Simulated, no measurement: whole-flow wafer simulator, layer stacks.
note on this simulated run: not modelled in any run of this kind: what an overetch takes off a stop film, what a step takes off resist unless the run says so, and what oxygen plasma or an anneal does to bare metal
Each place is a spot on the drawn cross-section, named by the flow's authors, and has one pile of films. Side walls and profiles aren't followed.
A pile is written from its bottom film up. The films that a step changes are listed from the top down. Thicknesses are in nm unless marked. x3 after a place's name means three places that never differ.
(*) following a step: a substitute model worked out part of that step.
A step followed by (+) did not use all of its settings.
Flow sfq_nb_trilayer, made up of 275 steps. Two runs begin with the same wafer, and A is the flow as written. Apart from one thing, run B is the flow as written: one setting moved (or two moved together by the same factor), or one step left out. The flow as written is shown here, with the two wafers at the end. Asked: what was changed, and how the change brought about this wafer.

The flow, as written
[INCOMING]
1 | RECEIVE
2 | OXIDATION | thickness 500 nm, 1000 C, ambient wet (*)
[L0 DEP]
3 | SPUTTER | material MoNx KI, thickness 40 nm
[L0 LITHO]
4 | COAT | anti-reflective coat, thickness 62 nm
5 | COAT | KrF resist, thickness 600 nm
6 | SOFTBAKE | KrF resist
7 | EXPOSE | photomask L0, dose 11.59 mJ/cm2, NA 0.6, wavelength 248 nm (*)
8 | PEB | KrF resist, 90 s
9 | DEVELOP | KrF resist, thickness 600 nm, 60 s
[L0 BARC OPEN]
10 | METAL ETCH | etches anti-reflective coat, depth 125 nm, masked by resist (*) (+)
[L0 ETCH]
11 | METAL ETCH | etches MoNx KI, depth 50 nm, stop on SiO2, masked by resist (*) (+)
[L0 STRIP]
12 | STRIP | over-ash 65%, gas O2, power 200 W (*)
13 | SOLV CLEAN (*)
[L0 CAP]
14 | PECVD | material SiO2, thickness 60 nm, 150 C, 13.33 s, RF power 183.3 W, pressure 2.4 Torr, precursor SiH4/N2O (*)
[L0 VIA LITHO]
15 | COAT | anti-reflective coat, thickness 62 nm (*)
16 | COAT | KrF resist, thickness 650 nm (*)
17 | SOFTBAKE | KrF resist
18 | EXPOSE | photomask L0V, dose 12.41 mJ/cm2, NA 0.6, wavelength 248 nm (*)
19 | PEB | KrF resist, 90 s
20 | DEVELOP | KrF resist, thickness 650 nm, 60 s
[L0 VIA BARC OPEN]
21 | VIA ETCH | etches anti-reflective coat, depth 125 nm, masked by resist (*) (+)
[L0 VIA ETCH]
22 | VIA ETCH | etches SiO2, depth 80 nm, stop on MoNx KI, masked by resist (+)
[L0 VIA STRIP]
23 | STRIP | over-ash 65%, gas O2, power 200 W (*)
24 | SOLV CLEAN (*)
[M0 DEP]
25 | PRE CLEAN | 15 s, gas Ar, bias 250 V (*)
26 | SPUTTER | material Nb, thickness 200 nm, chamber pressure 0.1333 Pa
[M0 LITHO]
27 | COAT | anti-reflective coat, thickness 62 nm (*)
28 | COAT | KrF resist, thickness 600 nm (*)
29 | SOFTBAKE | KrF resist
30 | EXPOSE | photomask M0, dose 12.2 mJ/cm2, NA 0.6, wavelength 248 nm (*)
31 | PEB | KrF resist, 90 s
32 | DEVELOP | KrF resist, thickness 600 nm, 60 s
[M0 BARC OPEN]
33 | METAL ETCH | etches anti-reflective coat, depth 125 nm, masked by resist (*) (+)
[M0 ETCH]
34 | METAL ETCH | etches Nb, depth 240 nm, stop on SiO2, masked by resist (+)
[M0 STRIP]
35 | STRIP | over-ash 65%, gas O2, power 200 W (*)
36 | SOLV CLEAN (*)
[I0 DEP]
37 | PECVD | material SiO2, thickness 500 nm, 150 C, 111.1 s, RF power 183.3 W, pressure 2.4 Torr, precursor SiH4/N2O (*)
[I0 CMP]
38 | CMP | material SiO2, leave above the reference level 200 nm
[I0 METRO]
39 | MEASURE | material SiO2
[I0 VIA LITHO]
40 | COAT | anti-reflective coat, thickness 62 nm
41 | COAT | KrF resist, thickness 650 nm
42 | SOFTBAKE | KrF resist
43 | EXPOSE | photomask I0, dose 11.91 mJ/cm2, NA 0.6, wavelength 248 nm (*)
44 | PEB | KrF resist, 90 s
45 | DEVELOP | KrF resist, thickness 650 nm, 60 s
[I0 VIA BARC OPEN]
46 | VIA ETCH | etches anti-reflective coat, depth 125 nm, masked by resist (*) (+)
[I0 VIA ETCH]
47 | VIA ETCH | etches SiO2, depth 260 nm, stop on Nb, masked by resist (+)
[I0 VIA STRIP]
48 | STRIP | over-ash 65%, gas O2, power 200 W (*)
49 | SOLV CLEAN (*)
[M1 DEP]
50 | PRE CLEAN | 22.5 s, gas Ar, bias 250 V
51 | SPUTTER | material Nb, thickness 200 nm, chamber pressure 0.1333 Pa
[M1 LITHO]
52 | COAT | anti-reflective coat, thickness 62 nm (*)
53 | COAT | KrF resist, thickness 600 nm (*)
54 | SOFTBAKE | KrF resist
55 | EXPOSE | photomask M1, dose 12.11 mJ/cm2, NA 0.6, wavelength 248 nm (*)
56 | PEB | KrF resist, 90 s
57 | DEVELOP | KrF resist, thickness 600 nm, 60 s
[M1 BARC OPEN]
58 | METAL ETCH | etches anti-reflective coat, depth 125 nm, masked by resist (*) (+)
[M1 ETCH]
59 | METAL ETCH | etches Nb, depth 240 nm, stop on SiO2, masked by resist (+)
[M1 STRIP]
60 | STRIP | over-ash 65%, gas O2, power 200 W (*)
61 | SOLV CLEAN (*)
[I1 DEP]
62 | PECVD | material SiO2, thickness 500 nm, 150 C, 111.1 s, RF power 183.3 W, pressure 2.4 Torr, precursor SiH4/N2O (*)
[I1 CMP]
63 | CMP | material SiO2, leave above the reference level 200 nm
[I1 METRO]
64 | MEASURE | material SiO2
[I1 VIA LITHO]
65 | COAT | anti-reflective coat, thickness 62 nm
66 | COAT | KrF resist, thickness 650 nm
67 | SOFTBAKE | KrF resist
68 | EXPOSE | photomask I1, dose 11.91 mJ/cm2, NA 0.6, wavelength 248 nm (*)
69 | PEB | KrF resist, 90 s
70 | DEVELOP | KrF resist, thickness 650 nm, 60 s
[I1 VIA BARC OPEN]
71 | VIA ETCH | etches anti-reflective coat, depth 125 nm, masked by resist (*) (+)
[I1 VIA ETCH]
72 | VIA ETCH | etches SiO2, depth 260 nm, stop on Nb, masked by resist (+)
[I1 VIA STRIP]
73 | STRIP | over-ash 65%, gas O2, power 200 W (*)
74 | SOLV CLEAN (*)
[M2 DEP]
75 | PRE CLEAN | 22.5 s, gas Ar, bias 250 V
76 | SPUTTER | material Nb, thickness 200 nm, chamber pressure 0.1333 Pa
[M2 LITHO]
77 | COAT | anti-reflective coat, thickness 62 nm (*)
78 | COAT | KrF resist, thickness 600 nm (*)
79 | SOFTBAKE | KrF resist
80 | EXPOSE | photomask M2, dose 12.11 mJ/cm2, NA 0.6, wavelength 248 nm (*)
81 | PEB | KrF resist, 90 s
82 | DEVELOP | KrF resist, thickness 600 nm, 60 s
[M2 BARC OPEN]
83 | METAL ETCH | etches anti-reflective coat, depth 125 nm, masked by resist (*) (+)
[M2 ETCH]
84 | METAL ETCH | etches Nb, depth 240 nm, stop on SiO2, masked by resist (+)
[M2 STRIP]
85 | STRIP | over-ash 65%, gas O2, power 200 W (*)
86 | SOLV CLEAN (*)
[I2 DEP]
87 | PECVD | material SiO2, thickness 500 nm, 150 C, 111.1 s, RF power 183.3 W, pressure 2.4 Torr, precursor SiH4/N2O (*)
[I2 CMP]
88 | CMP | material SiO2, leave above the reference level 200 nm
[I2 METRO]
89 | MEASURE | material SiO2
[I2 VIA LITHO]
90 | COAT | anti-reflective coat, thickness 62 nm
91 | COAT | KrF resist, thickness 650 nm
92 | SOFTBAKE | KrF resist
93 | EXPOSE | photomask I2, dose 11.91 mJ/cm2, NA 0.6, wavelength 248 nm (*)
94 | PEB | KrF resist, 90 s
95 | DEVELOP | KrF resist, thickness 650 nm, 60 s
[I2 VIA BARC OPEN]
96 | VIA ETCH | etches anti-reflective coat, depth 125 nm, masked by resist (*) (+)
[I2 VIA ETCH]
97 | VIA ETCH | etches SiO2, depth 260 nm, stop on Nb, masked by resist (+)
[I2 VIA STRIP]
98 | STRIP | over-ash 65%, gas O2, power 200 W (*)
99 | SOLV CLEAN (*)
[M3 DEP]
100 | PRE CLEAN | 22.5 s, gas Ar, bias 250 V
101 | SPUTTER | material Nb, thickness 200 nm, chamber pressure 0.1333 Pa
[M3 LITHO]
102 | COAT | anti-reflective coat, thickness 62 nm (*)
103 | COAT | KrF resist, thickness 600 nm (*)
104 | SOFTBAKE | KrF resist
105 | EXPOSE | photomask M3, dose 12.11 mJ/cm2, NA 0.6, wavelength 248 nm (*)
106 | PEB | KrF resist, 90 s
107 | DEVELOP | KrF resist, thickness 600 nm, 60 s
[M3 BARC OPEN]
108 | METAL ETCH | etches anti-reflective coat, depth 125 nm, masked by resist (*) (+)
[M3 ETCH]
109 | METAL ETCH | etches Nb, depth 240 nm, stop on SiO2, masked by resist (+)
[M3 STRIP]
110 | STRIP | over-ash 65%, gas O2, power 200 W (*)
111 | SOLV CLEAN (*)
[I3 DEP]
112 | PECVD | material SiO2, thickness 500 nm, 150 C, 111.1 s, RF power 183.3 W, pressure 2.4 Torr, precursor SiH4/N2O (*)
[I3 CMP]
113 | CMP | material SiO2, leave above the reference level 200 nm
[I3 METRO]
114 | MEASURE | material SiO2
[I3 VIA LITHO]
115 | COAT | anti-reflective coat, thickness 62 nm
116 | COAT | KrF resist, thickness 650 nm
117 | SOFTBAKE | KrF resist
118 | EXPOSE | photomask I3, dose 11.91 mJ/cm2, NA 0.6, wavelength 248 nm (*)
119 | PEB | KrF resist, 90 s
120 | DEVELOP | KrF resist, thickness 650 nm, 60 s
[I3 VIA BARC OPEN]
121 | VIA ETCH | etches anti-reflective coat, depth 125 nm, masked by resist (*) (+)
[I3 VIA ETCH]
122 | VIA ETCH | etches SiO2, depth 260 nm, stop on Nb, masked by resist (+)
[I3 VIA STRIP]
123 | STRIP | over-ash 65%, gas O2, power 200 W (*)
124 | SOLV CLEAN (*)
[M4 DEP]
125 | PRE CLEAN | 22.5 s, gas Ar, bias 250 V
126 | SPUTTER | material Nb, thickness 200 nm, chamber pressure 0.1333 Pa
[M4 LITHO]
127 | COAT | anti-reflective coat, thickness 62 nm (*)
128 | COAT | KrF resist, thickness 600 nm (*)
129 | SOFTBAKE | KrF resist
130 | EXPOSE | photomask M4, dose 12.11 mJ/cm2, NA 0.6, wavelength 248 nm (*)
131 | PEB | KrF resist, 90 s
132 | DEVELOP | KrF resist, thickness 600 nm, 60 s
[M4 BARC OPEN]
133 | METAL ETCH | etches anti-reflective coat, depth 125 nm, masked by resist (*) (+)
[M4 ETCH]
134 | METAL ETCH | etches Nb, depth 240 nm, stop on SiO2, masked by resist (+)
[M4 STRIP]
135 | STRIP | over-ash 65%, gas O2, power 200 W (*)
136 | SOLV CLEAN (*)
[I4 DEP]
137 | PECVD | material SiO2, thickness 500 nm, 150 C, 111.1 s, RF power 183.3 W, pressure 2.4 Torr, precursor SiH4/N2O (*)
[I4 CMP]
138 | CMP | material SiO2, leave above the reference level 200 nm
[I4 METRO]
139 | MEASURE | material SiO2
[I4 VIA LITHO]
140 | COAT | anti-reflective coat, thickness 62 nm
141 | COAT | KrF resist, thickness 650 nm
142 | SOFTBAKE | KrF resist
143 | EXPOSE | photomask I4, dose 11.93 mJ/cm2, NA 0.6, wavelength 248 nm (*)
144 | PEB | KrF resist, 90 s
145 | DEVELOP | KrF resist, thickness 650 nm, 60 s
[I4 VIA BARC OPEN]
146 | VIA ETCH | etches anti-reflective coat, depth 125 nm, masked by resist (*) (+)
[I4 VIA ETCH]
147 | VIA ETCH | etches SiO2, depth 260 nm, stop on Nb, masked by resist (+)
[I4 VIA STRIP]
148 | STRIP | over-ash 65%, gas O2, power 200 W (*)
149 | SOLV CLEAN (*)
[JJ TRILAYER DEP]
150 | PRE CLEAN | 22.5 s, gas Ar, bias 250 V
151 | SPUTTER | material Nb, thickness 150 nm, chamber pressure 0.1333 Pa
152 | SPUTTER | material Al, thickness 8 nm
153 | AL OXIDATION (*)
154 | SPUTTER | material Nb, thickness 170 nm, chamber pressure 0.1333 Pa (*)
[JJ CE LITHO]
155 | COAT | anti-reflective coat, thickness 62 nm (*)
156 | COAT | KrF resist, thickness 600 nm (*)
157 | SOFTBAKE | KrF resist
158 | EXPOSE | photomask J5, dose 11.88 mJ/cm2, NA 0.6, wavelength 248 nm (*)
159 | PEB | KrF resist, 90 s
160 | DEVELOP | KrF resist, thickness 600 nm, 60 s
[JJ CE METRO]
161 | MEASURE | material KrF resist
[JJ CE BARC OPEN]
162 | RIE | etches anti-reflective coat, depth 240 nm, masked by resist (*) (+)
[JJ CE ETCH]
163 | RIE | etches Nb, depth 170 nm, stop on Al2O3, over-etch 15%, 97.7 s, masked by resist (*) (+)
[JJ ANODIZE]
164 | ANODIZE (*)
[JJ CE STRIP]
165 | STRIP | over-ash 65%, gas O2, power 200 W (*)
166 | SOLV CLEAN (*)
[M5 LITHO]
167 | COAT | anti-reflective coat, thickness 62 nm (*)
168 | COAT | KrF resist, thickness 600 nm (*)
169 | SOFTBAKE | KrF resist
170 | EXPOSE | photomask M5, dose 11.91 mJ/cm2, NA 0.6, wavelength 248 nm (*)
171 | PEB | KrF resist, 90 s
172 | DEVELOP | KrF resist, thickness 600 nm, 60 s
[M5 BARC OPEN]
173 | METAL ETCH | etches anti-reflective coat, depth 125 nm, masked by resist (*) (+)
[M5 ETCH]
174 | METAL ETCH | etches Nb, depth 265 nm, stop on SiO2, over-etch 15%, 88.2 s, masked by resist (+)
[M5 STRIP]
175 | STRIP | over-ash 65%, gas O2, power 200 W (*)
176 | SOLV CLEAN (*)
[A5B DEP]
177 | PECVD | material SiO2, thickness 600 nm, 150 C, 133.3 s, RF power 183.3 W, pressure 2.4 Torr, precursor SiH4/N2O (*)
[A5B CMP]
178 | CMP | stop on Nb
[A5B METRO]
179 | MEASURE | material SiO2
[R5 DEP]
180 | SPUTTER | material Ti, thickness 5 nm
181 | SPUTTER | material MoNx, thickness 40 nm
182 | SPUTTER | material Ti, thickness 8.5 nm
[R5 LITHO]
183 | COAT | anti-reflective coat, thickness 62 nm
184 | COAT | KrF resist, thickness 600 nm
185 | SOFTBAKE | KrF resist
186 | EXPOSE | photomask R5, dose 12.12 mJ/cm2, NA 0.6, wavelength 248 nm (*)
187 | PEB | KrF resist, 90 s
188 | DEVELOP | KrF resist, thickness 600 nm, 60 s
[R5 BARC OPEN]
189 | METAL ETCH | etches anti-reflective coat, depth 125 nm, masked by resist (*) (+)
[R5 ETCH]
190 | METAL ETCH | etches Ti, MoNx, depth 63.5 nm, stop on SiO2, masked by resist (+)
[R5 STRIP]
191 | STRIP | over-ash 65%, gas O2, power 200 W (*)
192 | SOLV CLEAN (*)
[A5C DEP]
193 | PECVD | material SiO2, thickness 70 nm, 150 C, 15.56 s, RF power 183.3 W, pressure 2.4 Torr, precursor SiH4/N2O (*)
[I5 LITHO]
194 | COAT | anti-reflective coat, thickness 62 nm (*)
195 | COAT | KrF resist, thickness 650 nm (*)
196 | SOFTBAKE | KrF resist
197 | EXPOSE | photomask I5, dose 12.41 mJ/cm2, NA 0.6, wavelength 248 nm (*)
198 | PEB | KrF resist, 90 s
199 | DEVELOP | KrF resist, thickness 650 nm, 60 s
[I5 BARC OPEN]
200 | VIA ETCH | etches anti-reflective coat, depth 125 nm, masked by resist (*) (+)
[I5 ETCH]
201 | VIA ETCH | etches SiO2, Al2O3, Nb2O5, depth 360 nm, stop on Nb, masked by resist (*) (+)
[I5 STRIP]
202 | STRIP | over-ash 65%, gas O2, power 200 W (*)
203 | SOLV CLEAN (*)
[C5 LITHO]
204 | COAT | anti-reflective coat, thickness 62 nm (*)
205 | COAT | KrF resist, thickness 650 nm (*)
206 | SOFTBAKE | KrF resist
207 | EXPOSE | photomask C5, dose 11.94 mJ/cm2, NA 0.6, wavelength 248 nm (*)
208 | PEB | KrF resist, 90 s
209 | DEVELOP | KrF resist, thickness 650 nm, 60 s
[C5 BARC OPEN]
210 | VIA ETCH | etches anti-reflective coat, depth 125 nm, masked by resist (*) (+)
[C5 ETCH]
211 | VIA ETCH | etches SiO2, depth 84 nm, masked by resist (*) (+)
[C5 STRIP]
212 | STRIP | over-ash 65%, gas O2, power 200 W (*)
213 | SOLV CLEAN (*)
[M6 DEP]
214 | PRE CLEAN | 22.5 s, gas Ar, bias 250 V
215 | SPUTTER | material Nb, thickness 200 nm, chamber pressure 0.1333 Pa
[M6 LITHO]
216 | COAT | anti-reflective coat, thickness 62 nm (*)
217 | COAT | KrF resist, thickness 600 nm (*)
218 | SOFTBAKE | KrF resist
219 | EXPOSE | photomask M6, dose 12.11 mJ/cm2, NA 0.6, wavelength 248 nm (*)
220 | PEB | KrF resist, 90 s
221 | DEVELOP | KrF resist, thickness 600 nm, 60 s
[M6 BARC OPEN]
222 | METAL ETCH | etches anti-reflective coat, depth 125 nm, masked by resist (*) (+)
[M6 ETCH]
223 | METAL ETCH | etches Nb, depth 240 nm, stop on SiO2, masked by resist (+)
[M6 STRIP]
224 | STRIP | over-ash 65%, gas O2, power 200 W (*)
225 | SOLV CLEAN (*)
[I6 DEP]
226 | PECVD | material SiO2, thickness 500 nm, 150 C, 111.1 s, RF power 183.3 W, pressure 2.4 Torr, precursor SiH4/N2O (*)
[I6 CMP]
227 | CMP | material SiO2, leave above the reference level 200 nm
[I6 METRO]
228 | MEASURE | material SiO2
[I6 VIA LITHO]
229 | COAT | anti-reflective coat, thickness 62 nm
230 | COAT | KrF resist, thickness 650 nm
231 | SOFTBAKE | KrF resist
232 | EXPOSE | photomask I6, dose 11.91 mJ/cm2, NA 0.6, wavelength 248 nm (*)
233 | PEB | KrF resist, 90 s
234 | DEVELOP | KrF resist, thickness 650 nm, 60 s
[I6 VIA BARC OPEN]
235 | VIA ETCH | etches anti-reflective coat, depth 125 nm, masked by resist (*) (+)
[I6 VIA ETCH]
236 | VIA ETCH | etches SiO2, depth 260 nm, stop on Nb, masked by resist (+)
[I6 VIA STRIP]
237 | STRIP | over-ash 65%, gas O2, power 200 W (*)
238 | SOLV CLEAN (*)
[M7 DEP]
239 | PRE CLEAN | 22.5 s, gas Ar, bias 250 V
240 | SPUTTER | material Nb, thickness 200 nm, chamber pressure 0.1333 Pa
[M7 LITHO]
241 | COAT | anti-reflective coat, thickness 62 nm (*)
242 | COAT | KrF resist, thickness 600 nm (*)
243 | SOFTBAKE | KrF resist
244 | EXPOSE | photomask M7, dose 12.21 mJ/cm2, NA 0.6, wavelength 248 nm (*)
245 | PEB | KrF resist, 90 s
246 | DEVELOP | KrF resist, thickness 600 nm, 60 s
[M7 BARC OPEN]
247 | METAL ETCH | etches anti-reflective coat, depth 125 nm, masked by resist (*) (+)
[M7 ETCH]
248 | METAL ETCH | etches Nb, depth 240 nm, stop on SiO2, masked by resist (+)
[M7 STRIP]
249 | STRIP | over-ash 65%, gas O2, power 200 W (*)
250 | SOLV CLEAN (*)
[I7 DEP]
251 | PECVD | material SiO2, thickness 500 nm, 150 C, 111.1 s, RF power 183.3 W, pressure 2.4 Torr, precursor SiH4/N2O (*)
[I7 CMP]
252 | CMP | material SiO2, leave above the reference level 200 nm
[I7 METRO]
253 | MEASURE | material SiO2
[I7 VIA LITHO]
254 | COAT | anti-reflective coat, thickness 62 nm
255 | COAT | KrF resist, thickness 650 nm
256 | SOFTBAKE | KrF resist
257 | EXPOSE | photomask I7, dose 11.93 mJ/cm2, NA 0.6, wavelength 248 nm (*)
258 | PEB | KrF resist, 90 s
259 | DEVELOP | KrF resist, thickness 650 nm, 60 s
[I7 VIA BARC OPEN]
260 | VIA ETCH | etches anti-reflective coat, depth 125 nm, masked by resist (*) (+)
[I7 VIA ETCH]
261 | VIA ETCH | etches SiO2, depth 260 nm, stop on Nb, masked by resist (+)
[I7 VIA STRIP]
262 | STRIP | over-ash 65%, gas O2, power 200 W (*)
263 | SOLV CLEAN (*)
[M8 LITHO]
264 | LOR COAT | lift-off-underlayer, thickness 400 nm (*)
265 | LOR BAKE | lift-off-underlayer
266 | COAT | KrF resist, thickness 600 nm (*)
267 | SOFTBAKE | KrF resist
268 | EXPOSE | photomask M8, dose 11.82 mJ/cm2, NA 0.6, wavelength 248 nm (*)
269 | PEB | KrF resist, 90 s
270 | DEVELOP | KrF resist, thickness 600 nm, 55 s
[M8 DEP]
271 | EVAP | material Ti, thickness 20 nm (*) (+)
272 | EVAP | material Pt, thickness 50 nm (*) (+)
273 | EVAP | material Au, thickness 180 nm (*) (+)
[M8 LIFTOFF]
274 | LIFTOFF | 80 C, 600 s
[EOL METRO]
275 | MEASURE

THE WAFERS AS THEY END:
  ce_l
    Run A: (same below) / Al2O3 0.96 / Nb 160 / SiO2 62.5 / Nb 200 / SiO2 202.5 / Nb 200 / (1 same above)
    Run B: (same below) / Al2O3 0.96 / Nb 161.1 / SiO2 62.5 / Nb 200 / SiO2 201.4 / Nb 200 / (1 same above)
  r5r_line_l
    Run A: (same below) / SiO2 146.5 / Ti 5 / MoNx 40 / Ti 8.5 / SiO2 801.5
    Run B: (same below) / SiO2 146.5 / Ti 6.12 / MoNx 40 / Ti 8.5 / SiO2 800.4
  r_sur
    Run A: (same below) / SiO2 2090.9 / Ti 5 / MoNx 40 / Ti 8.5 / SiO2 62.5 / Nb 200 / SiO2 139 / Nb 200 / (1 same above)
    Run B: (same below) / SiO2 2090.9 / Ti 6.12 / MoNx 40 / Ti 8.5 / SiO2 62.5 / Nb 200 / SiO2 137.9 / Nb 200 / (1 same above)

Cause: step 180, SPUTTER: thickness 6.12 nm was run, whereas the flow has thickness 5 nm.
One can read it off the wafer: r5r_line_l has Ti 6.12, and step 180 as written asks for 5 nm.

How this came from the change, step by step:
  180 | SPUTTER | material Ti, thickness 5 nm
      field_l, v_sur, via_wl and 103 more: A Ti gains 5 (new film) | B Ti gains 6.12 (new film)
  190 | METAL ETCH | etches Ti, MoNx, depth 63.5 nm, stop on SiO2, masked by resist (+)
      field_l, v_sur, via_wl and 92 more: A Ti loses 8.5 (all of it), MoNx loses 40 (all of it), Ti loses 5 (all of it) | B Ti loses 8.5 (all of it), MoNx loses 40 (all of it), Ti loses 6.12 (all of it)
      ce_l, c5j, ce_r, wl_jj: A Ti loses 8.5 (all of it), MoNx loses 40 (all of it), Ti loses 5 (all of it), Nb loses 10 | B Ti loses 8.5 (all of it), MoNx loses 40 (all of it), Ti loses 6.12 (all of it), Nb loses 8.88
